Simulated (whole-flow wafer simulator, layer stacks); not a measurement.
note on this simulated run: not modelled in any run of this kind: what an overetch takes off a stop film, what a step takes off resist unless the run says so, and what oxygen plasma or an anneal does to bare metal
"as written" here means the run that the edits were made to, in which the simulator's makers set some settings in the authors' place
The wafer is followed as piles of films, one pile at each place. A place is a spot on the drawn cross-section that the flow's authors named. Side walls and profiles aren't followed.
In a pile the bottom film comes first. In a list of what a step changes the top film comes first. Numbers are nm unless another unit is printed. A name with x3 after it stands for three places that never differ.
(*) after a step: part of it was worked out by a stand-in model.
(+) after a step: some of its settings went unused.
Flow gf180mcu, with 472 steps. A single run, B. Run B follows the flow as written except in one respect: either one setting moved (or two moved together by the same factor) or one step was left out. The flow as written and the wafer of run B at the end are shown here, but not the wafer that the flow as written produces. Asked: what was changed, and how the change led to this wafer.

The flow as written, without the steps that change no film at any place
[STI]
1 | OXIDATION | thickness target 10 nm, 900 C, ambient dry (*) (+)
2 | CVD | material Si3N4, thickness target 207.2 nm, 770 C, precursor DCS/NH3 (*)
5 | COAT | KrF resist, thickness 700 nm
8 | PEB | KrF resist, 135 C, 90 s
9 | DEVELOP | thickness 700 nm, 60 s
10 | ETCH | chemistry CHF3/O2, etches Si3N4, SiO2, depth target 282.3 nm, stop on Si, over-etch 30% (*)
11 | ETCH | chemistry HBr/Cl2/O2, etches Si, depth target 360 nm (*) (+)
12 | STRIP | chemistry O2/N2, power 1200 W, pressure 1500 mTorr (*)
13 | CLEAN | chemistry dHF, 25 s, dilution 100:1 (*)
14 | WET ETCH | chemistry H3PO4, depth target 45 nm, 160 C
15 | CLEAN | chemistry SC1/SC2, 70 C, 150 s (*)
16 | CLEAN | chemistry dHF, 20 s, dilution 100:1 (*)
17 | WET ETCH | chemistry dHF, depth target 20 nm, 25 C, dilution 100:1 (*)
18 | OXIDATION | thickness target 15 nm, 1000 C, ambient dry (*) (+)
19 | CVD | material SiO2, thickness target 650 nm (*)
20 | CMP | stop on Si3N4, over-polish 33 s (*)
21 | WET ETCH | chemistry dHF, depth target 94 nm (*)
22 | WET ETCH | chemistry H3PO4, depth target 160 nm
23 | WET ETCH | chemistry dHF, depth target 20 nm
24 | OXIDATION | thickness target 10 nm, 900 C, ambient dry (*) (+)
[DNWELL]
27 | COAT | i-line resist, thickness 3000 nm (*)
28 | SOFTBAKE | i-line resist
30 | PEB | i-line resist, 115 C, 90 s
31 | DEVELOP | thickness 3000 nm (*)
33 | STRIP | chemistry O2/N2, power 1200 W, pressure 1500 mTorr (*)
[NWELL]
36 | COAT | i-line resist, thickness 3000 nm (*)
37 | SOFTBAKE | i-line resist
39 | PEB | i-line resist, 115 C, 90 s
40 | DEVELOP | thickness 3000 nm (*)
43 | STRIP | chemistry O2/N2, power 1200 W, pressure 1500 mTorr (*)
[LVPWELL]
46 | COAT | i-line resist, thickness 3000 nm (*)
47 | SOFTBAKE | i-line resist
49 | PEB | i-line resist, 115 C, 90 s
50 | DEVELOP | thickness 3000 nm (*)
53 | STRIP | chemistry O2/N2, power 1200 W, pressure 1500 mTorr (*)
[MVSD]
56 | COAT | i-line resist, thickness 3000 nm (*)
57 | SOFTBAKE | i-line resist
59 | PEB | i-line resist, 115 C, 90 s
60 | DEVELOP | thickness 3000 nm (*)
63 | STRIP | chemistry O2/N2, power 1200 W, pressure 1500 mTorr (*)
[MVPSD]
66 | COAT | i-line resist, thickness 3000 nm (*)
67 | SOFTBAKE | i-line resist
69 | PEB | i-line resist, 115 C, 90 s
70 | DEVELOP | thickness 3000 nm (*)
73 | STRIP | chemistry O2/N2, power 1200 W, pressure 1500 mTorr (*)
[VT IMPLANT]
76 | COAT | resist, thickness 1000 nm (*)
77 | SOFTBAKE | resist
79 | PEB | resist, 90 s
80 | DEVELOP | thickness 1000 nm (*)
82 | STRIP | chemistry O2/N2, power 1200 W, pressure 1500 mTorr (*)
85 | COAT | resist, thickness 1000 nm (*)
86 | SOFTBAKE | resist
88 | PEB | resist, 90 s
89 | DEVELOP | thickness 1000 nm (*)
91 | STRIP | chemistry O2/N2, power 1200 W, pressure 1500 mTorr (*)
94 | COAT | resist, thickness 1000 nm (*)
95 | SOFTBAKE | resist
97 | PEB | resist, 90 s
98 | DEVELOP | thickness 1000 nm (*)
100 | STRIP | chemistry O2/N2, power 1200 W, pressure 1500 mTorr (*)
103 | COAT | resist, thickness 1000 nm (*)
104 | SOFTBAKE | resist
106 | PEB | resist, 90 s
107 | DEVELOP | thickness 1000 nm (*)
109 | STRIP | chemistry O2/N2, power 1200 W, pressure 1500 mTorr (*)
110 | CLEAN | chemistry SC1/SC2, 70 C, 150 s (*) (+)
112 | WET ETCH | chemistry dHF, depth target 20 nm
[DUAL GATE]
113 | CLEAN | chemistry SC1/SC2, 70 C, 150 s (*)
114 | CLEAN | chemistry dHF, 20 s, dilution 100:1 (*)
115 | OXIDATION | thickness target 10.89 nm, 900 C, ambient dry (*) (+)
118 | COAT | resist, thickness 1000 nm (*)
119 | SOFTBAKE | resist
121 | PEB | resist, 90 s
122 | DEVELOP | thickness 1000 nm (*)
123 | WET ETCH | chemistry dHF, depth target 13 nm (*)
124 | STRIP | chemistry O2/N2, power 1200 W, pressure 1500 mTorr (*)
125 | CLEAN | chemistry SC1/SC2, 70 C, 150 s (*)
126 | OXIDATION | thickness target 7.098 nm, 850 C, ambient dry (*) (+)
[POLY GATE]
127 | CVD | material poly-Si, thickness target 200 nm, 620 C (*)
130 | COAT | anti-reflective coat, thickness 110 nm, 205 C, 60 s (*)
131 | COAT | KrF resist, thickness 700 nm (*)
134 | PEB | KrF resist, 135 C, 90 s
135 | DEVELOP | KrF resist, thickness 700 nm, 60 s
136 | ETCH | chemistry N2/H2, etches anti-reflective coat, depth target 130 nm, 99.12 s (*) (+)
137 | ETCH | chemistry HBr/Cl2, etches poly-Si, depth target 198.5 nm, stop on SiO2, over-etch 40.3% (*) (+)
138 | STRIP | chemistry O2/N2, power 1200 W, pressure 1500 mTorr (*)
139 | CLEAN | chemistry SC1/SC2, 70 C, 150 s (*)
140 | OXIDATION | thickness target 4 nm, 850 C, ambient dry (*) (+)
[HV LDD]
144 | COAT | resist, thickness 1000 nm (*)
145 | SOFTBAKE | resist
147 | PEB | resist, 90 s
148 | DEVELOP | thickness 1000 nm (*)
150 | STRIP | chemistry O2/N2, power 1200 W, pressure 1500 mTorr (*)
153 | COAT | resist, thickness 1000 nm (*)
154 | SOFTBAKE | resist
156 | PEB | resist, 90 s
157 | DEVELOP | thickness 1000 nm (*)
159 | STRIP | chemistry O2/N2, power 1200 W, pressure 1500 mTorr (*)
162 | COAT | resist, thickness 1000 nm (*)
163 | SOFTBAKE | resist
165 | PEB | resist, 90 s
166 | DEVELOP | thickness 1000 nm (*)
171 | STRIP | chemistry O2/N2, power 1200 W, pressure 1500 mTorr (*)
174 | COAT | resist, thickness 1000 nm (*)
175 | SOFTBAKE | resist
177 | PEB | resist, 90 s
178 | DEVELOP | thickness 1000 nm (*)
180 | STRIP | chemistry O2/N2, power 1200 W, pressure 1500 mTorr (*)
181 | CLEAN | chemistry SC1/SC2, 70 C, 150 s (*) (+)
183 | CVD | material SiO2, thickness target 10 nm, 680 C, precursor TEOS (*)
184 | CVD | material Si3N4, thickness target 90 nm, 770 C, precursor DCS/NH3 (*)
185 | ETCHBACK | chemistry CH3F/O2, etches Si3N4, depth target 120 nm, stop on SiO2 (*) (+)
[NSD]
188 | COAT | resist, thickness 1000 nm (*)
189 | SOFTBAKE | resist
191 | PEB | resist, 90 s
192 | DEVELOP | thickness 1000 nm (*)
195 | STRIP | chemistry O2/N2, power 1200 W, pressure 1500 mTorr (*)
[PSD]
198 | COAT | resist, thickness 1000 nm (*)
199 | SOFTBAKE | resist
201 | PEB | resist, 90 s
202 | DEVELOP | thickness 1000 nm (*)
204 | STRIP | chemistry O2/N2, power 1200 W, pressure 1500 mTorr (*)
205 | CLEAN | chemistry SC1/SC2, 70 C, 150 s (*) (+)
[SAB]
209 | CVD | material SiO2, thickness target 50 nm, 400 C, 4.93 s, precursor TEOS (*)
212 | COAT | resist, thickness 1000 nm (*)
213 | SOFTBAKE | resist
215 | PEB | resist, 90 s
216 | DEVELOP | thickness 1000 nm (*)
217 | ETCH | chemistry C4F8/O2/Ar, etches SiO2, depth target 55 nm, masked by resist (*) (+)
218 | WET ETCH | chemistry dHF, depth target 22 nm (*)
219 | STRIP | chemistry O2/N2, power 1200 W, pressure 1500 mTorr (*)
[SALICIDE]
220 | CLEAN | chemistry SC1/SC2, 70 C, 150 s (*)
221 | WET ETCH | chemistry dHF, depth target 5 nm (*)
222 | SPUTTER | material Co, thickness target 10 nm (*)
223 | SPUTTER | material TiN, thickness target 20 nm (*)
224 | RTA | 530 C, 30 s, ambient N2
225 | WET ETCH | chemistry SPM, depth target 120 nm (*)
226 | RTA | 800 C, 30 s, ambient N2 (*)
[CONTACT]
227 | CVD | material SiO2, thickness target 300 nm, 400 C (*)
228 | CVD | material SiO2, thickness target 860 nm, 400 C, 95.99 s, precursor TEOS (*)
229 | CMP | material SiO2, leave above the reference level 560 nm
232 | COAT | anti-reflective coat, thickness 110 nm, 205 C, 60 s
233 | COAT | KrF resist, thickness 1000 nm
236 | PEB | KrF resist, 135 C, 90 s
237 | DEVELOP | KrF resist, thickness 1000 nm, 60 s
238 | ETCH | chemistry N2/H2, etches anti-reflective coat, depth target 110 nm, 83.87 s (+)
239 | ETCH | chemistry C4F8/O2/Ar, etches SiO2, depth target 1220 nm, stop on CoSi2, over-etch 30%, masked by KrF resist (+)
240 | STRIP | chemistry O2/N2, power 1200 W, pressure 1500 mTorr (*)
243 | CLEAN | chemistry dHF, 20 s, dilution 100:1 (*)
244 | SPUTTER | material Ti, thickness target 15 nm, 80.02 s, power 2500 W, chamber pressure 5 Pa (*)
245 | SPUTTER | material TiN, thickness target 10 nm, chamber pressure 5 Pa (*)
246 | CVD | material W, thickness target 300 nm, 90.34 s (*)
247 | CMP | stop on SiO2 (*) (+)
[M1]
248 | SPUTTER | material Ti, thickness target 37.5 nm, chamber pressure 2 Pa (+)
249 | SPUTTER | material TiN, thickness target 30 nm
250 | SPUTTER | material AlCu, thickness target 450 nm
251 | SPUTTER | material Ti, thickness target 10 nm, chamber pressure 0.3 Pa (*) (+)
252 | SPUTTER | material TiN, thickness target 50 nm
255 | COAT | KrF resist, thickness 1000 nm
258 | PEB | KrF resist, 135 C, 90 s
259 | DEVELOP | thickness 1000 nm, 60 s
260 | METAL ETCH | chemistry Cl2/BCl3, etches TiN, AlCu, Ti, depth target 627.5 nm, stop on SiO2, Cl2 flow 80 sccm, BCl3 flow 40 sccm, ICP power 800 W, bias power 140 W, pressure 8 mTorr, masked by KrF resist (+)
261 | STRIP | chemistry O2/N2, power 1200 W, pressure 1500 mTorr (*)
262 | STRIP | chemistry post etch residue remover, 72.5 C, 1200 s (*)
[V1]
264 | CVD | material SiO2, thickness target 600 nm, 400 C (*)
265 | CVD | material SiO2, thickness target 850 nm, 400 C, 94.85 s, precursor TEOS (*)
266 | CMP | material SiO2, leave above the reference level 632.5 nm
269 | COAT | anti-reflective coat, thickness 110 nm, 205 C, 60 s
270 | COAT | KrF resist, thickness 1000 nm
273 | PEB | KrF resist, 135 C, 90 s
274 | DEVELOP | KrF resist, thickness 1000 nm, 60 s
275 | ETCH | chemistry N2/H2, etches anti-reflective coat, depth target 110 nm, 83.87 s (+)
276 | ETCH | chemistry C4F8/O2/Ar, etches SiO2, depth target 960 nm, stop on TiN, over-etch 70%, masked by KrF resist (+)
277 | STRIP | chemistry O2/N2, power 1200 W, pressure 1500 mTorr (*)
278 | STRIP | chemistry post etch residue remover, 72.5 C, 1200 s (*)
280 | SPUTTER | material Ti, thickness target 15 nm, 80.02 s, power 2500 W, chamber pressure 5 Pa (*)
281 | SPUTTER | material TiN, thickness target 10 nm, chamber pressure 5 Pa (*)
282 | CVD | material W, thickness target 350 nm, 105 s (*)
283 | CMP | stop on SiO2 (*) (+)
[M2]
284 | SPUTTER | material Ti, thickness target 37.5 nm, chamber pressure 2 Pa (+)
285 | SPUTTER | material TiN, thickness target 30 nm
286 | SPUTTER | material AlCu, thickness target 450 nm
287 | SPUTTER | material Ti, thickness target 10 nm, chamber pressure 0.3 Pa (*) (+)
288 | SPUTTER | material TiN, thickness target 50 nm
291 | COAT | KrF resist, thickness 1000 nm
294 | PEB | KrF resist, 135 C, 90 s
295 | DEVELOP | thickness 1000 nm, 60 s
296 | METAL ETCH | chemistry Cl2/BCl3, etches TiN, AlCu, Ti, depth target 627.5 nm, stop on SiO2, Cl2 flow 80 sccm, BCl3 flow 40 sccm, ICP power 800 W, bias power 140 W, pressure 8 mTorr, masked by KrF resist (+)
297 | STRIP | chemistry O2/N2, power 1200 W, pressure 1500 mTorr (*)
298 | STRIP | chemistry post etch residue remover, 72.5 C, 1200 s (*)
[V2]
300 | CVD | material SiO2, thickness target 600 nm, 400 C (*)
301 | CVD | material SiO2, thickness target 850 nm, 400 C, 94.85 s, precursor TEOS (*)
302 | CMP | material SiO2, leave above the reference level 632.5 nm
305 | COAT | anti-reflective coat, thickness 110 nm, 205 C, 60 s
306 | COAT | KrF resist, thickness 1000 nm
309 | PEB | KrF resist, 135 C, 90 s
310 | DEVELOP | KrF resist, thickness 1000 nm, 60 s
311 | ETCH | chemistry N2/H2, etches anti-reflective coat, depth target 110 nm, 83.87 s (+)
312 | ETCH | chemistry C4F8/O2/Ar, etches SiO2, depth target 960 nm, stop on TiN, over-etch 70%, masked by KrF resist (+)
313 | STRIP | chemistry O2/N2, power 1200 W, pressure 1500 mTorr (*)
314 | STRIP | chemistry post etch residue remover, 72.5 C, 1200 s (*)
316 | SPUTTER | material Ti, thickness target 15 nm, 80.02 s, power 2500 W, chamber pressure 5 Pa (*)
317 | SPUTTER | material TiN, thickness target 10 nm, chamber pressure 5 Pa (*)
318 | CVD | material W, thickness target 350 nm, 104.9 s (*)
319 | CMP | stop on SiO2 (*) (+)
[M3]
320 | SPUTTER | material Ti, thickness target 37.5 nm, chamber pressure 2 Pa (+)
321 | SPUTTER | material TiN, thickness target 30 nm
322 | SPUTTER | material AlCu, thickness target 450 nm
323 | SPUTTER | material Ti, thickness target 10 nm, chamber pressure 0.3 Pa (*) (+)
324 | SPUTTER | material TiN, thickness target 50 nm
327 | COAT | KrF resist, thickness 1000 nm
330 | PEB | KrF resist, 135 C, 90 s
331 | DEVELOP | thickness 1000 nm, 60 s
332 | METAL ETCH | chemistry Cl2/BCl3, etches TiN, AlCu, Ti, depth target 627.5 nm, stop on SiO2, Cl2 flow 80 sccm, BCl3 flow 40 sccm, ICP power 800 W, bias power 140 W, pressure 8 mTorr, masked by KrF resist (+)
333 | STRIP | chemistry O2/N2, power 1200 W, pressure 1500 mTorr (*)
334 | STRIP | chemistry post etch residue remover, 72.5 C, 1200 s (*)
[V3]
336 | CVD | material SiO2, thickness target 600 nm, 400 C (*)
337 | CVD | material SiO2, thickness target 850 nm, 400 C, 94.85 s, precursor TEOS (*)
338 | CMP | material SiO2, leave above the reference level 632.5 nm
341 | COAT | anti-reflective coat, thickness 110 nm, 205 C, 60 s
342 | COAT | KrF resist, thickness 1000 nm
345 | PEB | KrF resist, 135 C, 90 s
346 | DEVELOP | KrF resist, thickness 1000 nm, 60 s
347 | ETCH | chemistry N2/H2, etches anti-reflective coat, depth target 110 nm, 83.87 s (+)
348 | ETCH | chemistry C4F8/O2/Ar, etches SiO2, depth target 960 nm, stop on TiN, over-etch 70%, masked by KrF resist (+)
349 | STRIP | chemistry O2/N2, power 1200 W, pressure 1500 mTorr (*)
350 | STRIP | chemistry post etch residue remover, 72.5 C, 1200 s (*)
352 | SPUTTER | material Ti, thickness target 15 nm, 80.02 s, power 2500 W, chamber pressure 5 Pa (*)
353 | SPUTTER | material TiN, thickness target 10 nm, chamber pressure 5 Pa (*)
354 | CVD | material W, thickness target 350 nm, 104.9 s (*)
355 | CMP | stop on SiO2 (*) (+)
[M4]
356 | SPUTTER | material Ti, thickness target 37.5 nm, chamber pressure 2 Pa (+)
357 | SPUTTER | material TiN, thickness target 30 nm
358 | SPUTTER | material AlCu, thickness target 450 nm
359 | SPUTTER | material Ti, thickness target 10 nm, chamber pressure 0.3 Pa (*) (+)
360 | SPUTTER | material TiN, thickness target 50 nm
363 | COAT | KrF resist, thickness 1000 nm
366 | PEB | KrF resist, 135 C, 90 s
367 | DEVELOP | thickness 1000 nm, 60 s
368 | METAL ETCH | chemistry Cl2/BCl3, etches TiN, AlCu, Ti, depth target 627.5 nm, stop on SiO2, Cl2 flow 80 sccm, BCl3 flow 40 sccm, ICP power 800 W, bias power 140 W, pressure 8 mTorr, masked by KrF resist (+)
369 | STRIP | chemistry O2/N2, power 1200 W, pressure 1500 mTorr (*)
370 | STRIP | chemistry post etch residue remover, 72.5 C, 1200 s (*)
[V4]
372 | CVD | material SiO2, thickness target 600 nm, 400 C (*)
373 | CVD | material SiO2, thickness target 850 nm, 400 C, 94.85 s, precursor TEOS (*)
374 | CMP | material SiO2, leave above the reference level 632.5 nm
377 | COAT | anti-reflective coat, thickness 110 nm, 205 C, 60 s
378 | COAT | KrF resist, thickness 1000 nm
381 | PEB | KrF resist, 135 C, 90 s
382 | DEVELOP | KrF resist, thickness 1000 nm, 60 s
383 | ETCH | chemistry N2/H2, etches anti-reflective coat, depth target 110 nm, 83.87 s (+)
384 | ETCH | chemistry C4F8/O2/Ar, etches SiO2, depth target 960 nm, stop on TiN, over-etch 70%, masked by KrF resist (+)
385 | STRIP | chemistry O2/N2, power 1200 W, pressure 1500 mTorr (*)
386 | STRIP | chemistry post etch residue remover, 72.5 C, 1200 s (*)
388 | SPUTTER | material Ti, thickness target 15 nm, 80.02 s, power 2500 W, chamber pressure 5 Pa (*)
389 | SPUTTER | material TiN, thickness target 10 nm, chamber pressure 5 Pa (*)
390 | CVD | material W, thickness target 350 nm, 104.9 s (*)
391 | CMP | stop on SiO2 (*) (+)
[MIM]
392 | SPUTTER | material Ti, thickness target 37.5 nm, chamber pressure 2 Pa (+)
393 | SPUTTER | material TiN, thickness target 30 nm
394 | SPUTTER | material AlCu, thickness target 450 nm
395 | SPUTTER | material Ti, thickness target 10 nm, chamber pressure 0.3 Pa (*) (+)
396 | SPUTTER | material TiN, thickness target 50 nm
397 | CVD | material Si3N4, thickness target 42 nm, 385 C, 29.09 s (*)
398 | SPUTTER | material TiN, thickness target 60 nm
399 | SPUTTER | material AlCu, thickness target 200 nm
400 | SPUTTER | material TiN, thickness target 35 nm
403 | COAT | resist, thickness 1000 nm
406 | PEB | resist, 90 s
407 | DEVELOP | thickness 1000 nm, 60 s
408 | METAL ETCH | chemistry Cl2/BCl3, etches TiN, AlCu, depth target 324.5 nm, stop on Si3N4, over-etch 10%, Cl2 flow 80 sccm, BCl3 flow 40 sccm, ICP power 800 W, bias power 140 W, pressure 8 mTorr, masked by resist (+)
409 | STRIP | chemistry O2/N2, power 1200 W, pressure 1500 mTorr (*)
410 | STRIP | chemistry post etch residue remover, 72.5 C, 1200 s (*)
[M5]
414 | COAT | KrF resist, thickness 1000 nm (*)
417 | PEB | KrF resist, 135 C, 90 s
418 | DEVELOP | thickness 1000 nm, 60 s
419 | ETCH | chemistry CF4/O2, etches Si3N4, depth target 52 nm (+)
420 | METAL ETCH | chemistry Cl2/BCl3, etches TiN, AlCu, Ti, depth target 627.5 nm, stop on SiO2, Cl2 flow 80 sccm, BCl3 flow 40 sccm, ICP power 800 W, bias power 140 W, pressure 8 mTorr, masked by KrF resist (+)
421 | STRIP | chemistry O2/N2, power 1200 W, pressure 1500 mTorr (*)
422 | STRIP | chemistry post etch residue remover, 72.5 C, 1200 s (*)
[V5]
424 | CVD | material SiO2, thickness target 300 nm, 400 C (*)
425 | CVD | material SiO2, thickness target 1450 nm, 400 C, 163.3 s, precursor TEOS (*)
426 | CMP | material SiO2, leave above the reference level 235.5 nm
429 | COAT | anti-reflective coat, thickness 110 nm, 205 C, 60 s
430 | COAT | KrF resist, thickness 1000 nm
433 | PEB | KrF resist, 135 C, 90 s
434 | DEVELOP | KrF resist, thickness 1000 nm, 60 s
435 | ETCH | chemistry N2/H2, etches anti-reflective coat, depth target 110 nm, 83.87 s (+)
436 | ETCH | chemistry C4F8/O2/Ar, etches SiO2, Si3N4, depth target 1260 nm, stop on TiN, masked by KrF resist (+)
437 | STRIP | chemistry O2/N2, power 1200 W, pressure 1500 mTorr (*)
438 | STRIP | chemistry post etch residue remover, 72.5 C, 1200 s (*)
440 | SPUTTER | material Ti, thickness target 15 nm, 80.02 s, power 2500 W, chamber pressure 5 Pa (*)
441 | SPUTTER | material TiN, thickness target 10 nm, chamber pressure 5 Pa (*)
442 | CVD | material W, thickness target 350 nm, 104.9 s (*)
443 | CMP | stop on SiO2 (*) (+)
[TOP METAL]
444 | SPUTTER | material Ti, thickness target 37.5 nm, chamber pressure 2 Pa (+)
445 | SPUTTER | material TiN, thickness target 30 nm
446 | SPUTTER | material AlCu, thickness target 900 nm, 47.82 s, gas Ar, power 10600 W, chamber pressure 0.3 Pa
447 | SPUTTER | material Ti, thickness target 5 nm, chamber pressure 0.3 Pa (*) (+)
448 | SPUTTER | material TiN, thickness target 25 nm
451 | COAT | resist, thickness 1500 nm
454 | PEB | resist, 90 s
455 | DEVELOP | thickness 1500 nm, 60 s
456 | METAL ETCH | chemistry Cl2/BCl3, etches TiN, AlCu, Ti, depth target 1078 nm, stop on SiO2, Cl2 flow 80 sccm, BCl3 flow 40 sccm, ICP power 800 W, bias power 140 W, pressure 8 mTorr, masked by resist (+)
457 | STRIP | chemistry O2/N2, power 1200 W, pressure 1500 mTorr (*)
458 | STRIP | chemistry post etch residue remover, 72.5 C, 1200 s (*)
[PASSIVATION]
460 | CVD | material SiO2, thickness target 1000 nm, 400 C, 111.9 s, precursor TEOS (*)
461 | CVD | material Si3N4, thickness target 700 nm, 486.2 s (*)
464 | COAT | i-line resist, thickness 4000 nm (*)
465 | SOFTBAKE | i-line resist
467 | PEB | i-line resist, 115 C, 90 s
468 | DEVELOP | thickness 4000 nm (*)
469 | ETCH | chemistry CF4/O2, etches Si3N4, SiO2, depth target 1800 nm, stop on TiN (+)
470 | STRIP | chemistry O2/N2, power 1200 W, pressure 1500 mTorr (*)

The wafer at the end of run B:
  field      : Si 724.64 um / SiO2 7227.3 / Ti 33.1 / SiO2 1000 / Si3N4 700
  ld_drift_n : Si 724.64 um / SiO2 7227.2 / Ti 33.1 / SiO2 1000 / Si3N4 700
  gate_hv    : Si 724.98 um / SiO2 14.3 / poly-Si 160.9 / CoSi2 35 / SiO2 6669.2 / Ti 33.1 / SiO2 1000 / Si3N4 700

The reason: step 456, METAL ETCH: depth target 964.4 nm was run, though the flow has depth target 1078 nm.

Step by step, how the change led to this:
  456 | METAL ETCH | chemistry Cl2/BCl3, etches TiN, AlCu, Ti, depth target 1078 nm, stop on SiO2, Cl2 flow 80 sccm, BCl3 flow 40 sccm, ICP power 800 W, bias power 140 W, pressure 8 mTorr, masked by resist (+)
      field, field__w1, field__w2 and 103 more: TiN loses 25 (all of it), Ti loses 5 (all of it), AlCu loses 900 (all of it), TiN loses 30 (all of it), Ti loses 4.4 (it would be, as written: TiN loses 25 (all of it), Ti loses 5 (all of it), AlCu loses 900 (all of it), TiN loses 30 (all of it), Ti loses 37.5 (all of it))
      field__w8, contact, m1, m1__w1, pad, m1_nw: resist loses 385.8 (it would be, as written: resist loses 431)
  457 | STRIP | chemistry O2/N2, power 1200 W, pressure 1500 mTorr (*)
      field__w8, contact, m1, m1__w1, pad, m1_nw: resist loses 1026 (all of it) (it would be, as written: resist loses 980.8 (all of it))
  460 | CVD | material SiO2, thickness target 1000 nm, 400 C, 111.9 s, precursor TEOS (*)
      field, field__w1, field__w2 and 103 more: SiO2 gains 1000 (new film) (it would be, as written: SiO2 gains 1000)
  465 | SOFTBAKE | i-line resist
      field__w11, field__w13, nw_enc_fld_lv__w4: i-line resist gains 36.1 (it would be, as written: i-line resist gains 37.9)
      field__w5, field__w9: i-line resist gains 35.6 (it would be, as written: i-line resist gains 37.3)
      (and at 61 other places as well)
If metal films that touch count as one body, field has 1 body; the flow as written gives 0 bodies.
If metal films that touch count as one body, ld_drift_n has 1 body; the flow as written gives 0 bodies.
If metal films that touch count as one body, gate_hv has 2 bodies (between them, from the top down: SiO2 6669.2); the flow as written gives 1 body.
